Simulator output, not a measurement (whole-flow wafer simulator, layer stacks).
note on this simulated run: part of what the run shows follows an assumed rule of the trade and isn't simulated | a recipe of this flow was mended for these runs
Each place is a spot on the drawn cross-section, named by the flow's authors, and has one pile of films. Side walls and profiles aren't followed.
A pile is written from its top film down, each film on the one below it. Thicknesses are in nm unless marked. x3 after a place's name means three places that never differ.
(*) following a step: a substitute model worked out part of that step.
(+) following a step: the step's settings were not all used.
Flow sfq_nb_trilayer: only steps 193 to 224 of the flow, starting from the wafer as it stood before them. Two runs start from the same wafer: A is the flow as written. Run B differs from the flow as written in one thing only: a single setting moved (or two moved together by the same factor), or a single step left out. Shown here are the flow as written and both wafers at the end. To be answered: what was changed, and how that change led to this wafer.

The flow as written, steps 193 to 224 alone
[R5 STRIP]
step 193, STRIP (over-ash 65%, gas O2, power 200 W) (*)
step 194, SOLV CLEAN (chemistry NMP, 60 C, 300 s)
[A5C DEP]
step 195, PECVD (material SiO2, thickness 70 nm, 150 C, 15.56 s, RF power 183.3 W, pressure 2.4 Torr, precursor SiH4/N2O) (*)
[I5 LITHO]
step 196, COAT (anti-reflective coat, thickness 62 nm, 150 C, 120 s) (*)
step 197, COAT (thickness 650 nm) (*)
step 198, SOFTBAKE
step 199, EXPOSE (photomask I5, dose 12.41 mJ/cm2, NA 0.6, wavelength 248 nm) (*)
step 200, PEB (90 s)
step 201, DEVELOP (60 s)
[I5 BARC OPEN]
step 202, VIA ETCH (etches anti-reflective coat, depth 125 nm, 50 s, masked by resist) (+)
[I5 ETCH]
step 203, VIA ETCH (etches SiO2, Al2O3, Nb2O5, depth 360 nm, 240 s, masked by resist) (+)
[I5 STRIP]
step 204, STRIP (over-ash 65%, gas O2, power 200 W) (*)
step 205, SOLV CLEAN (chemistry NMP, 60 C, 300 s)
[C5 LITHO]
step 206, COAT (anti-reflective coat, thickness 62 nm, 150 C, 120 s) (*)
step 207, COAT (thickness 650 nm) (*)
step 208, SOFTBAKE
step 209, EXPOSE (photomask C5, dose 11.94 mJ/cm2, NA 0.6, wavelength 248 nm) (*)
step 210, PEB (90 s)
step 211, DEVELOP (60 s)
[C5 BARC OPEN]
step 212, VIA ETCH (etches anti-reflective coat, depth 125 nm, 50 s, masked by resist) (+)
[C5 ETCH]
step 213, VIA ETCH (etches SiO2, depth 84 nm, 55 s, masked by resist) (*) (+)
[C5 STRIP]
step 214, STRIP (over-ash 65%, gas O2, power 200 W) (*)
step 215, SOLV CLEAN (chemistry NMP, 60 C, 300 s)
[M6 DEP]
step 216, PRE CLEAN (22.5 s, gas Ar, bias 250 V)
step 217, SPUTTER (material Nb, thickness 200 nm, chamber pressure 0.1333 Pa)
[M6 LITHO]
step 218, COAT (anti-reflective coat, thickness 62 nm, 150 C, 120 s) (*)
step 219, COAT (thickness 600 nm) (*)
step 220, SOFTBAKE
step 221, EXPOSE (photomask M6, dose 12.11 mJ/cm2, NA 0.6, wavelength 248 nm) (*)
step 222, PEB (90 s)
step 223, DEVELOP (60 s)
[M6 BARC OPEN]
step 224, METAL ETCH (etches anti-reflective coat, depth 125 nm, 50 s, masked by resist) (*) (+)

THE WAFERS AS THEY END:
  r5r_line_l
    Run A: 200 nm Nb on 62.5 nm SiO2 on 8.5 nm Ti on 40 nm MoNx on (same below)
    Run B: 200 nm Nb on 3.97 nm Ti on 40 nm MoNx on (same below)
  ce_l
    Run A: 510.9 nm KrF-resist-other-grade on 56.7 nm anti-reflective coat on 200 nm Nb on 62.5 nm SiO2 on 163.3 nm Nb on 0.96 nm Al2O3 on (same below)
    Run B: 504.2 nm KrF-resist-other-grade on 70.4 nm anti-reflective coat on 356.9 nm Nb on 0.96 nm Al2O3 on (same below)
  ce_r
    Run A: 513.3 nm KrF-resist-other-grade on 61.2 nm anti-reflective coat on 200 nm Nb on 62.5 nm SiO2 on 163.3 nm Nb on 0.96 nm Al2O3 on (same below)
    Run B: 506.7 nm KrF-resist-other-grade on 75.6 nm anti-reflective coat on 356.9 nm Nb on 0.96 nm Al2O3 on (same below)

Cause: step 195, PECVD: material SiO2, thickness 70 nm, 150 C, 15.56 s, RF power 183.3 W, pressure 2.4 Torr, precursor SiH4/N2O (*), was not run.

The path from the change to this, step by step:
  step 196, COAT (anti-reflective coat, thickness 62 nm, 150 C, 120 s) (*)
      r5r_line_l, r5r_line_c, r5r_line_r: A anti-reflective coat gains 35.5 (new film) | B anti-reflective coat gains 31 (new film)
      r5r_spacepad_l, r5r_spacepad_r: A anti-reflective coat gains 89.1 (new film) | B anti-reflective coat gains 84.4 (new film)
      (and at 1 other place as well)
  step 203, VIA ETCH (etches SiO2, Al2O3, Nb2O5, depth 360 nm, 240 s, masked by resist) (+)
      be: A SiO2 loses 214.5 (all of it), Al2O3 loses 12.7 (all of it), Nb2O5 loses 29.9 (all of it), Nb loses 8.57 | B SiO2 loses 144.5 (all of it), Al2O3 loses 12.7 (all of it), Nb2O5 loses 29.9 (all of it), Nb loses 14.4
  step 204, STRIP (over-ash 65%, gas O2, power 200 W) (*)
      r5r_line_l, r5r_line_c, r5r_line_r: A KrF-resist-other-grade loses 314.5 (all of it), anti-reflective coat loses 35.5 (all of it) | B KrF-resist-other-grade loses 314.5 (all of it), anti-reflective coat loses 31 (all of it)
      r5r_spacepad_l, r5r_spacepad_r: A KrF-resist-other-grade loses 316.1 (all of it), anti-reflective coat loses 89.1 (all of it) | B KrF-resist-other-grade loses 316.3 (all of it), anti-reflective coat loses 84.4 (all of it)
      (and at 1 other place as well)
  step 206, COAT (anti-reflective coat, thickness 62 nm, 150 C, 120 s) (*)
      r5r_line_l, r5r_line_c, r5r_line_r: A anti-reflective coat gains 35.5 (new film) | B anti-reflective coat gains 31 (new film)
      r5r_spacepad_l, r5r_spacepad_r: A anti-reflective coat gains 89.1 (new film) | B anti-reflective coat gains 84.4 (new film)
      (and at 2 other places as well)
  step 207, COAT (thickness 650 nm) (*)
      be: A KrF-resist-other-grade gains 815 (new film) | B KrF-resist-other-grade gains 768.7 (new film)
  step 213, VIA ETCH (etches SiO2, depth 84 nm, 55 s, masked by resist) (*) (+)
      c5j: A SiO2 loses 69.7 (all of it), Nb loses 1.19 | B Nb loses 6.51
      res: A SiO2 loses 69.7 (all of it), Ti loses 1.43 | B Ti loses 8.5 (all of it)
  step 214, STRIP (over-ash 65%, gas O2, power 200 W) (*)
      r5r_line_l, r5r_line_c, r5r_line_r: A KrF-resist-other-grade loses 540 (all of it), anti-reflective coat loses 35.5 (all of it) | B KrF-resist-other-grade loses 540 (all of it), anti-reflective coat loses 31 (all of it)
      r5r_spacepad_l, r5r_spacepad_r: A KrF-resist-other-grade loses 541.6 (all of it), anti-reflective coat loses 89.1 (all of it) | B KrF-resist-other-grade loses 541.8 (all of it), anti-reflective coat loses 84.4 (all of it)
      (and at 2 other places as well)
  step 216, PRE CLEAN (22.5 s, gas Ar, bias 250 V)
      be_r, r_sur, r_end, r5r_line_l, r5r_line_c, r5r_line_r: A SiO2 loses 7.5 | B Ti loses 4.53
      ce_l, ce_r, wl_jj: A SiO2 loses 7.5 | B Nb loses 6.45
      (and at 1 other place as well)
  step 217, SPUTTER (material Nb, thickness 200 nm, chamber pressure 0.1333 Pa)
      ce_l, ce_r, wl_jj: A Nb gains 200 (new film) | B Nb gains 200
      be: A Nb gains 145.8 | B Nb gains 160.7
      (and at 2 other places as well)
  step 218, COAT (anti-reflective coat, thickness 62 nm, 150 C, 120 s) (*)
      r5r_line_l, r5r_line_c, r5r_line_r: A anti-reflective coat gains 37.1 (new film) | B anti-reflective coat gains 34.1 (new film)
      wire: A anti-reflective coat gains 33.4 (new film) | B anti-reflective coat gains 34.3 (new film)
      (and at 15 other places as well)
  step 219, COAT (thickness 600 nm) (*)
      be: A KrF-resist-other-grade gains 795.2 (new film) | B KrF-resist-other-grade gains 740.1 (new film)
      res: A KrF-resist-other-grade gains 587.6 (new film) | B KrF-resist-other-grade gains 574.9 (new film)
  step 224, METAL ETCH (etches anti-reflective coat, depth 125 nm, 50 s, masked by resist) (*) (+)
      r5r_line_l, r5r_line_c, r5r_line_r: A anti-reflective coat loses 37.1 (all of it) | B anti-reflective coat loses 34.1 (all of it)
      gap: A anti-reflective coat loses 61.1 (all of it) | B anti-reflective coat loses 62.6 (all of it)
      (and at 3 other places as well)
If metal films that touch count as one body, r5r_line_l has 3 bodies (between them, from the top down: SiO2 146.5 / Al2O3 12.7 / Nb2O5 29.9; SiO2 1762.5); the flow as written gives 4 bodies (between them, from the top down: SiO2 62.5; SiO2 146.5 / Al2O3 12.7 / Nb2O5 29.9; SiO2 1762.5).
If metal films that touch count as one body, ce_l has 3 bodies (between them, from the top down: Al2O3 0.96; SiO2 1762.5); the flow as written gives 4 bodies (between them, from the top down: SiO2 62.5; Al2O3 0.96; SiO2 1762.5).
If metal films that touch count as one body, ce_r has 3 bodies (between them, from the top down: Al2O3 0.96; SiO2 1762.5); the flow as written gives 4 bodies (between them, from the top down: SiO2 62.5; Al2O3 0.96; SiO2 1762.5).
